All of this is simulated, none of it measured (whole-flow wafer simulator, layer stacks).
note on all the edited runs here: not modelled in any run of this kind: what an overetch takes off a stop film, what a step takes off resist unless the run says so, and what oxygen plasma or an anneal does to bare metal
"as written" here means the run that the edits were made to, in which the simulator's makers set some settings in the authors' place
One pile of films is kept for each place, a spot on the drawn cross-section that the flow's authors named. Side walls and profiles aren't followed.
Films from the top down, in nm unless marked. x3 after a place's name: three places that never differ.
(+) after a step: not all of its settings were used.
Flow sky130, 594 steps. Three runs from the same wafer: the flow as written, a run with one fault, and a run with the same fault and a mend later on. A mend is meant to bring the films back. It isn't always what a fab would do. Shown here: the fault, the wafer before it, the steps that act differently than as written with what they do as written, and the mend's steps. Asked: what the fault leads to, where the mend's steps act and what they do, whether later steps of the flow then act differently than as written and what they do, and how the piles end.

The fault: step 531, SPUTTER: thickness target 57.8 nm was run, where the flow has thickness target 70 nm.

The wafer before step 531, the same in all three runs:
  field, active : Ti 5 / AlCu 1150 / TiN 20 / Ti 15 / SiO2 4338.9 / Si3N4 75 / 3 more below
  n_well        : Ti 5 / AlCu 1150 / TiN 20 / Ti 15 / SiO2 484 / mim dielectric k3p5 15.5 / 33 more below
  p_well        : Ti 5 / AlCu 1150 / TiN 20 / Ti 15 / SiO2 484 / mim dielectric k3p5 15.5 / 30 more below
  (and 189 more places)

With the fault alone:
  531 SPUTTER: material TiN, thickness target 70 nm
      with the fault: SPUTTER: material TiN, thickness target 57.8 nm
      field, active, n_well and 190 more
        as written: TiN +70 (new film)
        with the fault: TiN +57.8 (new film)
  Later steps of the flow that act differently than as written (19 more steps differ only slightly, by at most 2% or 0.5 nm, whichever is larger, and aren't shown):
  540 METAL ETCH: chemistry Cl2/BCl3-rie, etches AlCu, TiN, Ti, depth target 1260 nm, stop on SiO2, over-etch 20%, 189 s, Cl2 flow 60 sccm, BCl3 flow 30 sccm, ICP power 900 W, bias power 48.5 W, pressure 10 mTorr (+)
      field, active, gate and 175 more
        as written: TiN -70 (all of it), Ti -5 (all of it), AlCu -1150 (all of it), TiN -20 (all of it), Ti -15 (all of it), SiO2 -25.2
        with the fault: TiN -57.8 (all of it), Ti -5 (all of it), AlCu -1150 (all of it), TiN -20 (all of it), Ti -15 (all of it), SiO2 -26.4
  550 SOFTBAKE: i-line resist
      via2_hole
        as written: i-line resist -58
        with the fault: i-line resist -56.8
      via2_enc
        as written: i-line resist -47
        with the fault: i-line resist -45.9
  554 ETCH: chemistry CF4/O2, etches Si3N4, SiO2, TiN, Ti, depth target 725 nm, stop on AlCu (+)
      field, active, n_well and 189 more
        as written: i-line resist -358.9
        with the fault: i-line resist -346.7
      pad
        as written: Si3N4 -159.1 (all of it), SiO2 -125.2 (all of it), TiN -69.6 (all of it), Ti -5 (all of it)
        with the fault: Si3N4 -159.1 (all of it), SiO2 -125.2 (all of it), TiN -57.4 (all of it), Ti -5 (all of it)
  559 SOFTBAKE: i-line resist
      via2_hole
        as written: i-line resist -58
        with the fault: i-line resist -56.8
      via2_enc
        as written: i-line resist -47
        with the fault: i-line resist -45.9
  At the end the piles differ from the flow's by more than 2% or 0.5 nm, whichever is larger, at n_well, p_well, sd_n and 11 more.
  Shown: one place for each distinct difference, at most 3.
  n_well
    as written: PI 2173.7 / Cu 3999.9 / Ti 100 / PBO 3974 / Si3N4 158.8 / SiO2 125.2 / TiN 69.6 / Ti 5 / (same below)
    with the fault: PI 2175.1 / Cu 3999.9 / Ti 100 / PBO 3982.8 / Si3N4 158.8 / SiO2 125.2 / TiN 57.4 / Ti 5 / (same below)
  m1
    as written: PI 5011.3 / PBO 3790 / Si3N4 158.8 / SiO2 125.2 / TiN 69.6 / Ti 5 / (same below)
    with the fault: PI 5011.9 / PBO 3800.1 / Si3N4 158.8 / SiO2 125.2 / TiN 57.4 / Ti 5 / (same below)
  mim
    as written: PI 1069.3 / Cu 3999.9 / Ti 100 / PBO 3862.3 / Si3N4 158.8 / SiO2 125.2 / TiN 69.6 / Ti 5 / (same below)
    with the fault: PI 1070.4 / Cu 3999.9 / Ti 100 / PBO 3871.7 / Si3N4 158.8 / SiO2 125.2 / TiN 57.4 / Ti 5 / (same below)

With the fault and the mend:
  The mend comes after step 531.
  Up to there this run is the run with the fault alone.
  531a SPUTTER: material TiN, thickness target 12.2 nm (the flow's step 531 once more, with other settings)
      field, active, n_well and 190 more
        TiN +12.2
  No later step of the flow acts differently than as written at any place that is followed.
  At the end the piles are the same as the flow's at every place that both follow.
